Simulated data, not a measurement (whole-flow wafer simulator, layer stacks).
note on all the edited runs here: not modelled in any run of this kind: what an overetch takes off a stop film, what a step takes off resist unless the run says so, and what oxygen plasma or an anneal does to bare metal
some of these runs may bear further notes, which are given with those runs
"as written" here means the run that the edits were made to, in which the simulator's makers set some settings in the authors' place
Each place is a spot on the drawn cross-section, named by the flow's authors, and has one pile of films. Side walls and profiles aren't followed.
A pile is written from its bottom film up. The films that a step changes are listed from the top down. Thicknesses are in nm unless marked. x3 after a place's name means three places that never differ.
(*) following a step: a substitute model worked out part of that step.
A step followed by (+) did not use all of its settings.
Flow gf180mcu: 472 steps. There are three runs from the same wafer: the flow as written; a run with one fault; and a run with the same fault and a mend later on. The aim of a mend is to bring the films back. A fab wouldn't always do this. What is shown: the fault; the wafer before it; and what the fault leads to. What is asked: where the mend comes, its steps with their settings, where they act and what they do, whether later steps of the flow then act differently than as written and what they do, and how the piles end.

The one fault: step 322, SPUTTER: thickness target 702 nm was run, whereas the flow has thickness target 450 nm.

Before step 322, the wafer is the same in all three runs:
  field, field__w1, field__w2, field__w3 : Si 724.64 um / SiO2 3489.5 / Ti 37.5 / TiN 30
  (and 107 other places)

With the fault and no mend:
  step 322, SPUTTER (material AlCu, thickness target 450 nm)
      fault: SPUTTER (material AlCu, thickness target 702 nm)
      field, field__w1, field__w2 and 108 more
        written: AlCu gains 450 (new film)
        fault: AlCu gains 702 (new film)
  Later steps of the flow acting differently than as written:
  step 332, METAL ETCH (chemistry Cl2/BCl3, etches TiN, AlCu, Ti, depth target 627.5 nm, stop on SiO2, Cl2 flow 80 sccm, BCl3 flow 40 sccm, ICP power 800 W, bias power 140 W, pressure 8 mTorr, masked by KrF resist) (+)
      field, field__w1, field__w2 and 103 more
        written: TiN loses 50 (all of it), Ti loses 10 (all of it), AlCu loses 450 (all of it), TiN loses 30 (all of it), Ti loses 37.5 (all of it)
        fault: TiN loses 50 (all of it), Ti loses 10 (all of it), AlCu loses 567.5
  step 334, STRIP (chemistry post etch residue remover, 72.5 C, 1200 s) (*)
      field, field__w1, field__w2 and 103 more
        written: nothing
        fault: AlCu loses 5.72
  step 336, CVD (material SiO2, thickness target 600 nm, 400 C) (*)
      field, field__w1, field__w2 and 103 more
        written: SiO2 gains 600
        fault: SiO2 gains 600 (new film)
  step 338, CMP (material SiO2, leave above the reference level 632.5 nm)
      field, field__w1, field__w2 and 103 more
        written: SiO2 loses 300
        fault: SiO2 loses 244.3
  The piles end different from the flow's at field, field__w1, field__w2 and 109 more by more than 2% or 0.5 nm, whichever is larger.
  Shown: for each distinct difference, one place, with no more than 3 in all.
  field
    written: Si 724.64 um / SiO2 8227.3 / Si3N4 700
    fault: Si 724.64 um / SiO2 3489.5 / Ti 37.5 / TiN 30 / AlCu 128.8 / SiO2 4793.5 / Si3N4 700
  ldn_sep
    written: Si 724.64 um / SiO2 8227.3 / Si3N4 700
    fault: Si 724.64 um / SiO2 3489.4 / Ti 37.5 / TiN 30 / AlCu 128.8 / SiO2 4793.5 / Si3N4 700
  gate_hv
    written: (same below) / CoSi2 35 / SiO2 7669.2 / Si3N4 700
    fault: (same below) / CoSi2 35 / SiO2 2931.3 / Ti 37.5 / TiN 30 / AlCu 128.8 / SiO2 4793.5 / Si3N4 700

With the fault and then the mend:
  The mend follows step 322.
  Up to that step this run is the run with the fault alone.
  step 322a, METAL ETCH (chemistry Cl2/BCl3, etches TiN, AlCu, Ti, depth target 252 nm, Cl2 flow 80 sccm, BCl3 flow 40 sccm, ICP power 800 W, bias power 140 W, pressure 8 mTorr) (the flow's step 260, run once more with other settings)
      field, field__w1, field__w2 and 108 more
        AlCu loses 252
  Later steps of the flow that are run all act as written at every place that is followed.
  At every place that both follow, the piles at the end match the flow's.
